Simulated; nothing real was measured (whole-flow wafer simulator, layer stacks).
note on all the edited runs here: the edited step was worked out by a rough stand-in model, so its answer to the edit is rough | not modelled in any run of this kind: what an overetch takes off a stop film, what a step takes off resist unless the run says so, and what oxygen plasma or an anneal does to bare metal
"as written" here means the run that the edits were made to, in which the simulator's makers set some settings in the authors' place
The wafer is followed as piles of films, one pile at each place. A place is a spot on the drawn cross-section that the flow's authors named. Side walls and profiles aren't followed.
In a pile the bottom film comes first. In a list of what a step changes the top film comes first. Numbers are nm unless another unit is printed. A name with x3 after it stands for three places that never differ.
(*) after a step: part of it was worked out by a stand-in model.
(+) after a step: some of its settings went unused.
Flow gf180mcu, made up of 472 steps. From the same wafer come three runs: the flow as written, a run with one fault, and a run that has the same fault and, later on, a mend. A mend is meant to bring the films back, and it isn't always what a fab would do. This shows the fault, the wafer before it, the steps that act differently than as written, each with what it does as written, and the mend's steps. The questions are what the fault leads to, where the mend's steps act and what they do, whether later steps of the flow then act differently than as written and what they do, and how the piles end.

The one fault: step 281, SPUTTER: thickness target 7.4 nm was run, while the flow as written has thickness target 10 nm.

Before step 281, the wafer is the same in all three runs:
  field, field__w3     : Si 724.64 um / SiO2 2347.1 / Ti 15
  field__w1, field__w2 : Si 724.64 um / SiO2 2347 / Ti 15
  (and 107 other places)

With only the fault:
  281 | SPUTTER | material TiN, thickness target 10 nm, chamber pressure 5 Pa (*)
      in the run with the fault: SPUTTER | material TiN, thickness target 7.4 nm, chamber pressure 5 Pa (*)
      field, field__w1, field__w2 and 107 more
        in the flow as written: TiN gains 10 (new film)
        in the run with the fault: TiN gains 7.4 (new film)
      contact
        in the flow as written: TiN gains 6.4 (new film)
        in the run with the fault: TiN gains 4.74 (new film)
  Steps later in the flow that act otherwise than as written (not shown: 1 more step that differs only slightly, by at most 2% or 0.5 nm, whichever is larger):
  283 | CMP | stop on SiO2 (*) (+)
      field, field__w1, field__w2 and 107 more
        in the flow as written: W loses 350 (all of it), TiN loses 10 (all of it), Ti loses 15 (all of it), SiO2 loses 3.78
        in the run with the fault: W loses 350 (all of it), TiN loses 7.4 (all of it), Ti loses 15 (all of it), SiO2 loses 3.76
  The piles end different from the flow's at contact by more than 2% or 0.5 nm, whichever is larger.
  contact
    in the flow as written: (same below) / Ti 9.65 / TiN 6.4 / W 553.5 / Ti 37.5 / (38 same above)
    in the run with the fault: (same below) / Ti 9.65 / TiN 4.74 / W 555.2 / Ti 37.5 / (38 same above)

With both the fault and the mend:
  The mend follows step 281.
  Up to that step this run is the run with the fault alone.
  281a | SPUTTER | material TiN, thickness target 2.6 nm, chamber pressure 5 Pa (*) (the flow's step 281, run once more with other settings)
      field, field__w1, field__w2 and 107 more
        TiN gains 2.6
      contact
        TiN gains 1.66
  None of the later steps of the flow acts differently than as written at any place that is followed.
  By the end, the piles equal the flow's at every place that both follow.
